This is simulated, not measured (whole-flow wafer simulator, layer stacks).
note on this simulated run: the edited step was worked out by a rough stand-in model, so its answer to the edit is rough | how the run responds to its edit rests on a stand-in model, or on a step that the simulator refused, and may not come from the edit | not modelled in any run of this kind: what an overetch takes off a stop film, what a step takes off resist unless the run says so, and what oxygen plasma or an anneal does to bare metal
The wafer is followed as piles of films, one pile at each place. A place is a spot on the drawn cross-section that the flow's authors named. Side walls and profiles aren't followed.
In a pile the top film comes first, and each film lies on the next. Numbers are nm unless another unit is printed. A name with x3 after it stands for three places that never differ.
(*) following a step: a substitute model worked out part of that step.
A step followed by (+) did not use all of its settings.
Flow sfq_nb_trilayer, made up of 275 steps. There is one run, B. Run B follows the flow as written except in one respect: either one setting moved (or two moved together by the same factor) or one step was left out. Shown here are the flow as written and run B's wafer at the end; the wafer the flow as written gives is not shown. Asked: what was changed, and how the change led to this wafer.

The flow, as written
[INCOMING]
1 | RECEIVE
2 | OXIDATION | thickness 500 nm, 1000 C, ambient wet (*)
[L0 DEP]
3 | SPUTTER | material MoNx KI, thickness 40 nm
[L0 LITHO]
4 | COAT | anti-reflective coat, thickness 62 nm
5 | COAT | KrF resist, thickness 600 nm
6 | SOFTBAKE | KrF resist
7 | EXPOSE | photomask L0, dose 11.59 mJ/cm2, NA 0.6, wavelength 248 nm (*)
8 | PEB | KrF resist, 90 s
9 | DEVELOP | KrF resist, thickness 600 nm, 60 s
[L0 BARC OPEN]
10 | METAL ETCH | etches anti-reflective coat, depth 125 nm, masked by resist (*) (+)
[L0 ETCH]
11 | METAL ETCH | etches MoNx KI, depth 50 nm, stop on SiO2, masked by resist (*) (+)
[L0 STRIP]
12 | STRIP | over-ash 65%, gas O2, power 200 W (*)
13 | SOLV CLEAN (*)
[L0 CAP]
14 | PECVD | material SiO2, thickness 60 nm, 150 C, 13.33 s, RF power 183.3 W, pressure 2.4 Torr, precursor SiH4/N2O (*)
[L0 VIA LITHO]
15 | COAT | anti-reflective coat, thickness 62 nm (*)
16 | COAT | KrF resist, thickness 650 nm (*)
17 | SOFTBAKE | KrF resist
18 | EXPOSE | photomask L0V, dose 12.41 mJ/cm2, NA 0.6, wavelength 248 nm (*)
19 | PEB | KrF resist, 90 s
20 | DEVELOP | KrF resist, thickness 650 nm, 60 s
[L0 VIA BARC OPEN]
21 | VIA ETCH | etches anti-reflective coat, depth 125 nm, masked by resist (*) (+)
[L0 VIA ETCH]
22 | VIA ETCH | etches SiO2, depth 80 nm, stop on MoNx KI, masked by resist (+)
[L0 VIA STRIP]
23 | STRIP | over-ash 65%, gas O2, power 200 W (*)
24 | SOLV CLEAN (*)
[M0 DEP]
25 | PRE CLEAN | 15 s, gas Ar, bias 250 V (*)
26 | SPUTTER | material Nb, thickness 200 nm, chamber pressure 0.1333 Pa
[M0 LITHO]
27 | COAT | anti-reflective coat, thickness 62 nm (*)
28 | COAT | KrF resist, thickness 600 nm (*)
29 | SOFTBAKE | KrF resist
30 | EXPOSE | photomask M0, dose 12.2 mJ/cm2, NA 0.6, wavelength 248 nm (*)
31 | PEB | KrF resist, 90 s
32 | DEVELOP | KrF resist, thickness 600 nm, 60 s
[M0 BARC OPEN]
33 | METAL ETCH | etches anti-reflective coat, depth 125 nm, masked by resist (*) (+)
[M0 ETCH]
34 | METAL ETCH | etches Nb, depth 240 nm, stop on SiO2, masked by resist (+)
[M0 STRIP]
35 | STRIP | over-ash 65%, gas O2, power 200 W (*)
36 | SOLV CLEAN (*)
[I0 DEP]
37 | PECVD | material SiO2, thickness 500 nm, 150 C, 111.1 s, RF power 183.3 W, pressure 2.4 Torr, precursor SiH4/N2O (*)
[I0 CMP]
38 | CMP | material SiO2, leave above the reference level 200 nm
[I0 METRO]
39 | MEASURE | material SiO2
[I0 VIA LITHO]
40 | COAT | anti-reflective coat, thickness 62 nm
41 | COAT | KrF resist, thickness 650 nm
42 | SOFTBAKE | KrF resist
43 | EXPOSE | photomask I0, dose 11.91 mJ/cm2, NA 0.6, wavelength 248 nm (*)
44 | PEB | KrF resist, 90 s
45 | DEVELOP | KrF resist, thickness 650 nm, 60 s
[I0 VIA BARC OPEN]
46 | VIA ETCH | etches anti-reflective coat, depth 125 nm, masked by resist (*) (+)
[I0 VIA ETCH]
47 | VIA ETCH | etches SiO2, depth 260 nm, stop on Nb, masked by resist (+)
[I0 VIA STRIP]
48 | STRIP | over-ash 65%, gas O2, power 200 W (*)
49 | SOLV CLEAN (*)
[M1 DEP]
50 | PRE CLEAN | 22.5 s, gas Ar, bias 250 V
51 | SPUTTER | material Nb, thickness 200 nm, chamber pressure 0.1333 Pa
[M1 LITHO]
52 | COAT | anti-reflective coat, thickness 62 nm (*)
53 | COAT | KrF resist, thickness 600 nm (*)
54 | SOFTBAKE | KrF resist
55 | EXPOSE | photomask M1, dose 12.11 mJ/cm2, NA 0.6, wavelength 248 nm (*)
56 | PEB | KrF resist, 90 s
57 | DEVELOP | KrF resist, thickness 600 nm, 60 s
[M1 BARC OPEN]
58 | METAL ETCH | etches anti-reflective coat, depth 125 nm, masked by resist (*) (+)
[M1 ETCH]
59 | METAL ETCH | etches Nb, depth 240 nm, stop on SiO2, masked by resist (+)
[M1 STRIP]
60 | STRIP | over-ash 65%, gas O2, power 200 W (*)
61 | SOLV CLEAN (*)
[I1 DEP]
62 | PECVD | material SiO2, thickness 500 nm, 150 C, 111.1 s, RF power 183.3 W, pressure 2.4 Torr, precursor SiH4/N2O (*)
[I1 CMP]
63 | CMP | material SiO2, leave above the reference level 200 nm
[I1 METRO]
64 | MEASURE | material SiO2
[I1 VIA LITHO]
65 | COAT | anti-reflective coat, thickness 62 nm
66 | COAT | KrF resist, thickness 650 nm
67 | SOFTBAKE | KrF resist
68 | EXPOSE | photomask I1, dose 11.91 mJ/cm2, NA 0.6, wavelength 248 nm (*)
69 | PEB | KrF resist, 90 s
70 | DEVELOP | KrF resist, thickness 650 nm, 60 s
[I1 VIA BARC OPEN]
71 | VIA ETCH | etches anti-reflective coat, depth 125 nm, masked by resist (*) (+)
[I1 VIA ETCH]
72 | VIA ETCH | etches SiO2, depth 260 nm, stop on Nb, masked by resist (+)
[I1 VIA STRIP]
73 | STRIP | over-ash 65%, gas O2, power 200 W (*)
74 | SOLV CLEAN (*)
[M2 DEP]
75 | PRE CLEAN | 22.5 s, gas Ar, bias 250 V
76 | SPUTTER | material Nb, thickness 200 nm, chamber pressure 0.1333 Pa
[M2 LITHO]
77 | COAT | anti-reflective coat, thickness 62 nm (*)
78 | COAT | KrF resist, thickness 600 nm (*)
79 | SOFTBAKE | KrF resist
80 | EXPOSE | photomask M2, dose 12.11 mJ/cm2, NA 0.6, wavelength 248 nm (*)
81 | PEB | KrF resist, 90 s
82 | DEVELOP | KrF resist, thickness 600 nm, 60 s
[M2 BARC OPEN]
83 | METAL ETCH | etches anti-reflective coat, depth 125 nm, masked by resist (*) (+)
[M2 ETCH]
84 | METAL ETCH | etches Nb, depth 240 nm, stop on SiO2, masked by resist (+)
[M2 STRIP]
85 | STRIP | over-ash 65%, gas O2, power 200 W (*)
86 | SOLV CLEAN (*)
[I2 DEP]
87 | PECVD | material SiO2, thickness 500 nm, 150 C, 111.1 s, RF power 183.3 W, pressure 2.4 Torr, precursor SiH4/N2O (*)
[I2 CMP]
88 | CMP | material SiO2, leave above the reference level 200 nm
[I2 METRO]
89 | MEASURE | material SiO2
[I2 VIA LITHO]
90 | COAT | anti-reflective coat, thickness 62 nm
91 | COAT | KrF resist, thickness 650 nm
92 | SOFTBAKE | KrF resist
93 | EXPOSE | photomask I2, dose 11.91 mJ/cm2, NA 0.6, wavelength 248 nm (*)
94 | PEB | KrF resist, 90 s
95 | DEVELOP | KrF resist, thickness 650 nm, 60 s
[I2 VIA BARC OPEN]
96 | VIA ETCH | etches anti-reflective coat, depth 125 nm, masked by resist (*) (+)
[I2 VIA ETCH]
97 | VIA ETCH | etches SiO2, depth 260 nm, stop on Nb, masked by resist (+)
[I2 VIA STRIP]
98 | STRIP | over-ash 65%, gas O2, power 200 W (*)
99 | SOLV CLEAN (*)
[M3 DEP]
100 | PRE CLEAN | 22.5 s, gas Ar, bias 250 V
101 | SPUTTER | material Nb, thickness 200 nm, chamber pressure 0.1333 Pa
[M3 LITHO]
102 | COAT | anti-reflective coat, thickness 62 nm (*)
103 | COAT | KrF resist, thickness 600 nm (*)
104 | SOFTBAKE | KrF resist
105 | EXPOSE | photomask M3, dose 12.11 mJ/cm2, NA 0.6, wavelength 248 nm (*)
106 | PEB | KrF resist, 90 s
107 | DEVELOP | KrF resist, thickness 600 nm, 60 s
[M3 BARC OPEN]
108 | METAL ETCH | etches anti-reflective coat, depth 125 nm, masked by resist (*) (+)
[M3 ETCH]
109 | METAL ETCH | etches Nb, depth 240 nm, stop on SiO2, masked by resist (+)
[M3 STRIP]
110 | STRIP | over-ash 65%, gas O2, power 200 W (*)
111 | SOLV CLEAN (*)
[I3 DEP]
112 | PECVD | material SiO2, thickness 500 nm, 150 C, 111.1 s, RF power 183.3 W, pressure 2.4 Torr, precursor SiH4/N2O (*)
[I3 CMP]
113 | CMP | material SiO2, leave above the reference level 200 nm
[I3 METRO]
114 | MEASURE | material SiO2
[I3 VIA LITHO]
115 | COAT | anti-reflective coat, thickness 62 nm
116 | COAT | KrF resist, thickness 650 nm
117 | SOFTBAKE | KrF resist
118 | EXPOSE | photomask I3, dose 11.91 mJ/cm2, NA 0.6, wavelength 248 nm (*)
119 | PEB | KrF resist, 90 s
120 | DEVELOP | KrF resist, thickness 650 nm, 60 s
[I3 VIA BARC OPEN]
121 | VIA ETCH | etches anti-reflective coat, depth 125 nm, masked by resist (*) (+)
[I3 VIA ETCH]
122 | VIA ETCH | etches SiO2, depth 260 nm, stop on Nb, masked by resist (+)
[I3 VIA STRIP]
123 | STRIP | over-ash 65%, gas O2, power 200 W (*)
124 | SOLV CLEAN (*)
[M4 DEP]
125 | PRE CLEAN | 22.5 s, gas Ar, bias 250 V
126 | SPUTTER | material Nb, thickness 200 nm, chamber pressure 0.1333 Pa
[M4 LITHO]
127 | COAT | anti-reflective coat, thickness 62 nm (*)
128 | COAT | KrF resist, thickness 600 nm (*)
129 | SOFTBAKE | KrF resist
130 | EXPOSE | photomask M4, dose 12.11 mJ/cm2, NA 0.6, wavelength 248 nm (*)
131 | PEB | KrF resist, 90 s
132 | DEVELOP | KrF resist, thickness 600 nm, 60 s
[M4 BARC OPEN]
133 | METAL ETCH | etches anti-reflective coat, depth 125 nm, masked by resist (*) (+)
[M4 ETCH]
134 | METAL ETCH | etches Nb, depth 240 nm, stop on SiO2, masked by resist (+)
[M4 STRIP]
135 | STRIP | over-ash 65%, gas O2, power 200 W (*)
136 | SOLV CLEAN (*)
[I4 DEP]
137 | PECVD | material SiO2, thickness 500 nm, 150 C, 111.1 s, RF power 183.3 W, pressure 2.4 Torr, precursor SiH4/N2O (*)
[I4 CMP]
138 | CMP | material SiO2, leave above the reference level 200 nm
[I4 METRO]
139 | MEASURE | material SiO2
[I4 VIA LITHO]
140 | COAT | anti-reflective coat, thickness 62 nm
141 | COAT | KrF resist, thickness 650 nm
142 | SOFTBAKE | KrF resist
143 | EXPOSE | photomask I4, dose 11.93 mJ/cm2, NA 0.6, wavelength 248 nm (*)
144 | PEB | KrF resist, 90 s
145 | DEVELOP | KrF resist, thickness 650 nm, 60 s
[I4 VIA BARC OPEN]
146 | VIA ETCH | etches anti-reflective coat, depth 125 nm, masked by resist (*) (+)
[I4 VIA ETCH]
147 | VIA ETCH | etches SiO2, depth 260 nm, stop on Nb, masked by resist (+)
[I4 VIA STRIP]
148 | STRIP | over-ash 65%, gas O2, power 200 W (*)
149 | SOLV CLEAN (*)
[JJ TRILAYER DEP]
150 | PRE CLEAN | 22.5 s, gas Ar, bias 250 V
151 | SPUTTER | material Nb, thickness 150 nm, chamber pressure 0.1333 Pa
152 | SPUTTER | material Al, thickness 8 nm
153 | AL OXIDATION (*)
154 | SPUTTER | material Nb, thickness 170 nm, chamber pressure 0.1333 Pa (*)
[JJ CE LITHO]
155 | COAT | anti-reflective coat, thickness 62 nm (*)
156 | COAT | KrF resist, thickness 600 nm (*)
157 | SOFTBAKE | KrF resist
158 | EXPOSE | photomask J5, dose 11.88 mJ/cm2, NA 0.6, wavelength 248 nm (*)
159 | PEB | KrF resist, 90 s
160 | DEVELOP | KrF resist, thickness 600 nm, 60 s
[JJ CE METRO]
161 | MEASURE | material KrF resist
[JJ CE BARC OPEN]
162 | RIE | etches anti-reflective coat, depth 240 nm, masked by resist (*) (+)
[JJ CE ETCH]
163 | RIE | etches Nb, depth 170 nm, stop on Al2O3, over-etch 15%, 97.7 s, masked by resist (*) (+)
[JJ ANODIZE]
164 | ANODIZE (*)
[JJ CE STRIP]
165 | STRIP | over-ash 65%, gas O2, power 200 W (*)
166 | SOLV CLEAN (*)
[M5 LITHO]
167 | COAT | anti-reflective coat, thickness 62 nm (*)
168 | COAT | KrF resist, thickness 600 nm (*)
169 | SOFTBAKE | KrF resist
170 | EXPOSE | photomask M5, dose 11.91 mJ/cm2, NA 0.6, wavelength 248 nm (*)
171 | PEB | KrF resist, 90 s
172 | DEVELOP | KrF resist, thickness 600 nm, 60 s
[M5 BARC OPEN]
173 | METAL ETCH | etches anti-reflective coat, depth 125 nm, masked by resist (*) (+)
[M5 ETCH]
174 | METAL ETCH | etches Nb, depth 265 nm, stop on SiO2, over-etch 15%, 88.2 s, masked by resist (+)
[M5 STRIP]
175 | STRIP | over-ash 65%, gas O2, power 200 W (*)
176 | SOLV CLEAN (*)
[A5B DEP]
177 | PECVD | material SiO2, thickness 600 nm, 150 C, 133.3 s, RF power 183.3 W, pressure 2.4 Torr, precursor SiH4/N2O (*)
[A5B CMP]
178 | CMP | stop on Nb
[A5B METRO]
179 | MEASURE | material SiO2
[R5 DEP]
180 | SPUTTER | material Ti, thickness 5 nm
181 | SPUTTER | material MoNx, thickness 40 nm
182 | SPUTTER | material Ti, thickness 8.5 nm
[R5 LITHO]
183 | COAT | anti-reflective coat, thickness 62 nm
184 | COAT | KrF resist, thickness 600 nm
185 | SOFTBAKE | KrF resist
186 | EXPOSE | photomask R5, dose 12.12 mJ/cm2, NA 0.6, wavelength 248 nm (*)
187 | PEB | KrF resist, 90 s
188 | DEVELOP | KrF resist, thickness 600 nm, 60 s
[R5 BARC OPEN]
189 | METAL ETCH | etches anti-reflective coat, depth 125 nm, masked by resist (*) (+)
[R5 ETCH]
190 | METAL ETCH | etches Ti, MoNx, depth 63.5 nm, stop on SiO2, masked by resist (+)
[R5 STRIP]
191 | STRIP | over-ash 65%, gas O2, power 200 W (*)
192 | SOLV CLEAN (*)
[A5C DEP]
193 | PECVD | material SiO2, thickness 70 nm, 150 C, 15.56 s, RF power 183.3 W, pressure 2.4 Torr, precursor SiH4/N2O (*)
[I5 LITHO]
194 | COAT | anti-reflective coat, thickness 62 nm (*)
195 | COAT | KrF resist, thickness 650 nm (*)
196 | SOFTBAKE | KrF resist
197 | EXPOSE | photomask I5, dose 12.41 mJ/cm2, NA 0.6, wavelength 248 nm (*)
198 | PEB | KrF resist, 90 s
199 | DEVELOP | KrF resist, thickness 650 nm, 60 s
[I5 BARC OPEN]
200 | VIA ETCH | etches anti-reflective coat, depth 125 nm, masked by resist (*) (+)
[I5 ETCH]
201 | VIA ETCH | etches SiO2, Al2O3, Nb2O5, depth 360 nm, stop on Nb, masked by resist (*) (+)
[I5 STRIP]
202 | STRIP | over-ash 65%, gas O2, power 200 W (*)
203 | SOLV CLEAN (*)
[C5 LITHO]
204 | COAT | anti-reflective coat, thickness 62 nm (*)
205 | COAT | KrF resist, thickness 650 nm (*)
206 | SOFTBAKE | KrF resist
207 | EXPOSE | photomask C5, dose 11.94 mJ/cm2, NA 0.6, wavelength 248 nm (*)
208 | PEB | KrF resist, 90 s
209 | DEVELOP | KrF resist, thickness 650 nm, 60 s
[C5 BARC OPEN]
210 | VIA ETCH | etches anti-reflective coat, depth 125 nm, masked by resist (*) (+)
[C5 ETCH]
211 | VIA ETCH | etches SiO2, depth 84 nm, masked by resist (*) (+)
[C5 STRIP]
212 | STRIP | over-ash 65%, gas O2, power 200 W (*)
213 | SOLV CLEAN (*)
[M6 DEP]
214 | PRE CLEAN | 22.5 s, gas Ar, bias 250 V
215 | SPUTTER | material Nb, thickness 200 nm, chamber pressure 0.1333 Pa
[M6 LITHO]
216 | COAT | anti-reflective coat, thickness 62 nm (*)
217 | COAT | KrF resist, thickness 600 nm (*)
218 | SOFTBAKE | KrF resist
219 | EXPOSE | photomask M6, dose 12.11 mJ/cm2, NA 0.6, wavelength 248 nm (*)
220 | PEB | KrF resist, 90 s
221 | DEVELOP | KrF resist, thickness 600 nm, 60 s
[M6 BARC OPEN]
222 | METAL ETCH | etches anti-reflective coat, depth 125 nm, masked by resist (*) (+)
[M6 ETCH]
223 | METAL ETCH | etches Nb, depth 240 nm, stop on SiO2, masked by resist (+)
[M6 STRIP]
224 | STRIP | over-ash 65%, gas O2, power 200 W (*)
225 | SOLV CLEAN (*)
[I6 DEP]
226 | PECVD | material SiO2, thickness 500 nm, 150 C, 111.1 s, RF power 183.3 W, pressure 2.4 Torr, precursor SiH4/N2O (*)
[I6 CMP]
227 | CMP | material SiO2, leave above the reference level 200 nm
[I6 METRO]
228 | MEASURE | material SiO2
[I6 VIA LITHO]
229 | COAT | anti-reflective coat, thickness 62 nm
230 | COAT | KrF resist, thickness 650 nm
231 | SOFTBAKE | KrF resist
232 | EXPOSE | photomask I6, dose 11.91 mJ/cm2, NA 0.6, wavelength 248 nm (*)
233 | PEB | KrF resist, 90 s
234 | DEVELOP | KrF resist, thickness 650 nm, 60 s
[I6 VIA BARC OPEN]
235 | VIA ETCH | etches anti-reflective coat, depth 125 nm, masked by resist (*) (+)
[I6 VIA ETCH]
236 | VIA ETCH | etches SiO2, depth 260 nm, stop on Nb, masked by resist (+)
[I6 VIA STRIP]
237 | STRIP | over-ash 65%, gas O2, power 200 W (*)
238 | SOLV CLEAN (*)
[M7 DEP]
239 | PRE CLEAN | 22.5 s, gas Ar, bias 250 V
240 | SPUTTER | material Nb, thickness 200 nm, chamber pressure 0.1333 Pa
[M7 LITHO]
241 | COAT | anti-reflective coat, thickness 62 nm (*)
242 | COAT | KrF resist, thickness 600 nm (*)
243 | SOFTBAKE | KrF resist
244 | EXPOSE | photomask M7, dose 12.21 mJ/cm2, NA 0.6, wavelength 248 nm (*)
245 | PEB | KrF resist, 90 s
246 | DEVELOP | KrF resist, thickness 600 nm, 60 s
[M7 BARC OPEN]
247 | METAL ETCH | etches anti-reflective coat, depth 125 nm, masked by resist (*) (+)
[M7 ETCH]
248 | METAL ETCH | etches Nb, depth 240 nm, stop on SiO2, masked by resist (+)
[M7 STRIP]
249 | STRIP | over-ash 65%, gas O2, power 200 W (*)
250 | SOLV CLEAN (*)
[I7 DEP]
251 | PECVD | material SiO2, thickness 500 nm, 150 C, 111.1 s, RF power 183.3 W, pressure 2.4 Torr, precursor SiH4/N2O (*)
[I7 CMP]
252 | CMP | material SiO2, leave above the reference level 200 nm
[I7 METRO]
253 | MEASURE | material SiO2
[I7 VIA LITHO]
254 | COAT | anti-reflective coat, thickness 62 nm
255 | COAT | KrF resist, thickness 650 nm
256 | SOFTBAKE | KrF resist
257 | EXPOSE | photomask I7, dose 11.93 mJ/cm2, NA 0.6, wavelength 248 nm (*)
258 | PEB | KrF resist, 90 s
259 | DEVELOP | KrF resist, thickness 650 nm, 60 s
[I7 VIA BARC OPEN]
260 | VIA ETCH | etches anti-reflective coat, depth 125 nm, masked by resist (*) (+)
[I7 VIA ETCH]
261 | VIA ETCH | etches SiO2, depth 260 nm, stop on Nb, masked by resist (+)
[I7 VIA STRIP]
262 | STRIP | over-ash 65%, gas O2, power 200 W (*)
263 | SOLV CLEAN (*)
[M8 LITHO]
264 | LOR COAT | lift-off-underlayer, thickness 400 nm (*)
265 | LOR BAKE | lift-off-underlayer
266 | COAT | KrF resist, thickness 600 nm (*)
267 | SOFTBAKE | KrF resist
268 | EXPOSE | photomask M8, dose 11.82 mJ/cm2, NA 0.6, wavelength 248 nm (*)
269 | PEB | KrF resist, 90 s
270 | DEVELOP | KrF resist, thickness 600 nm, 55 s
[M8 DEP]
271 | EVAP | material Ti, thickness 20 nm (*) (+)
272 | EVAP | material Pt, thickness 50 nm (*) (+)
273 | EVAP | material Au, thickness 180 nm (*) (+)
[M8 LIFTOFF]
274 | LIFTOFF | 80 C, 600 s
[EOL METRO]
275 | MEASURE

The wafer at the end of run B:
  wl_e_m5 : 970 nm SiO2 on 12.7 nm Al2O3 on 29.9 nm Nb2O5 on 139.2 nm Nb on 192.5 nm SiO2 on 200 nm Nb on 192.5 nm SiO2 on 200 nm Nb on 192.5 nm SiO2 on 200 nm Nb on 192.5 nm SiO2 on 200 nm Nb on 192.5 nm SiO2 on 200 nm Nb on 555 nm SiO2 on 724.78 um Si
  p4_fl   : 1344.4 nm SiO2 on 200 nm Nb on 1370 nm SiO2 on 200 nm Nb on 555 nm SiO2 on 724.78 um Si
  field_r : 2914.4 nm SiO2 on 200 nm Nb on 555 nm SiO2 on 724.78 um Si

The reason: step 193, PECVD: thickness 38.5 nm was run, though the flow has thickness 70 nm; step 193, PECVD: 8.556 s was run, where the flow has 15.56 s.

How this came from the change, step by step:
  193 | PECVD | material SiO2, thickness 70 nm, 150 C, 15.56 s, RF power 183.3 W, pressure 2.4 Torr, precursor SiH4/N2O (*)
      field_l, v_sur, via_wl and 92 more: +38.5 SiO2 (in the flow as written it would be: +70 SiO2)
      ce_l, c5j, ce_r and 8 more: +38.5 SiO2 (new film) (in the flow as written it would be: +70 SiO2 (new film))
  201 | VIA ETCH | etches SiO2, Al2O3, Nb2O5, depth 360 nm, stop on Nb, masked by resist (*) (+)
      be: -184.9 SiO2 (all of it), -12.7 Al2O3 (all of it), -29.9 Nb2O5 (all of it) (in the flow as written it would be: -216.4 SiO2 (all of it), -12.7 Al2O3 (all of it), -29.9 Nb2O5 (all of it))
  204 | COAT | anti-reflective coat, thickness 62 nm (*)
      wire: +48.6 anti-reflective coat (new film) (in the flow as written it would be: +47.4 anti-reflective coat (new film))
      be: +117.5 anti-reflective coat (new film) (in the flow as written it would be: +122.2 anti-reflective coat (new film))
      (also at 1 further place)
  205 | COAT | KrF resist, thickness 650 nm (*)
      be: +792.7 KrF resist (new film) (in the flow as written it would be: +815.3 KrF resist (new film))
  211 | VIA ETCH | etches SiO2, depth 84 nm, masked by resist (*) (+)
      field_l, v_sur, via_wl and 101 more: -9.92 KrF resist (in the flow as written it would be: -14.5 KrF resist)
      c5j: -38.4 SiO2 (all of it), -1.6 Nb (in the flow as written it would be: -69.9 SiO2 (all of it), -1.18 Nb)
      (also at 1 further place)
  212 | STRIP | over-ash 65%, gas O2, power 200 W (*)
      wire: -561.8 KrF resist (all of it), -48.6 anti-reflective coat (all of it) (in the flow as written it would be: -555.8 KrF resist (all of it), -47.4 anti-reflective coat (all of it))
      be: -710.2 KrF resist (all of it), -117.5 anti-reflective coat (all of it) (in the flow as written it would be: -728.2 KrF resist (all of it), -122.2 anti-reflective coat (all of it))
      (also at 1 further place)
  215 | SPUTTER | material Nb, thickness 200 nm, chamber pressure 0.1333 Pa
      be: +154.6 Nb (in the flow as written it would be: +147.3 Nb)
      c5j: +196.4 Nb (in the flow as written it would be: +188.4 Nb)
      (also at 1 further place)
  216 | COAT | anti-reflective coat, thickness 62 nm (*)
      wire: +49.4 anti-reflective coat (new film) (in the flow as written it would be: +48.3 anti-reflective coat (new film))
      be: +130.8 anti-reflective coat (new film) (in the flow as written it would be: +136.7 anti-reflective coat (new film))
      (also at 9 further places)
  217 | COAT | KrF resist, thickness 600 nm (*)
      be: +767 KrF resist (new film) (in the flow as written it would be: +793.9 KrF resist (new film))
      c5j: +623 KrF resist (new film) (in the flow as written it would be: +636 KrF resist (new film))
      (also at 1 further place)
  224 | STRIP | over-ash 65%, gas O2, power 200 W (*)
      wire: -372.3 KrF resist (all of it), -49.4 anti-reflective coat (all of it) (in the flow as written it would be: -369.8 KrF resist (all of it), -48.3 anti-reflective coat (all of it))
      be: -549 KrF resist (all of it), -130.8 anti-reflective coat (all of it) (in the flow as written it would be: -575.8 KrF resist (all of it), -136.7 anti-reflective coat (all of it))
      (also at 9 further places)
  226 | PECVD | material SiO2, thickness 500 nm, 150 C, 111.1 s, RF power 183.3 W, pressure 2.4 Torr, precursor SiH4/N2O (*)
      be: +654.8 SiO2 (new film) (in the flow as written it would be: +693.5 SiO2 (new film))
      c5j: +500 SiO2 (new film) (in the flow as written it would be: +514.7 SiO2 (new film))
  227 | CMP | material SiO2, leave above the reference level 200 nm
      c5j: -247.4 SiO2 (in the flow as written it would be: -223 SiO2)
      res: -318 SiO2 (in the flow as written it would be: -279.4 SiO2)
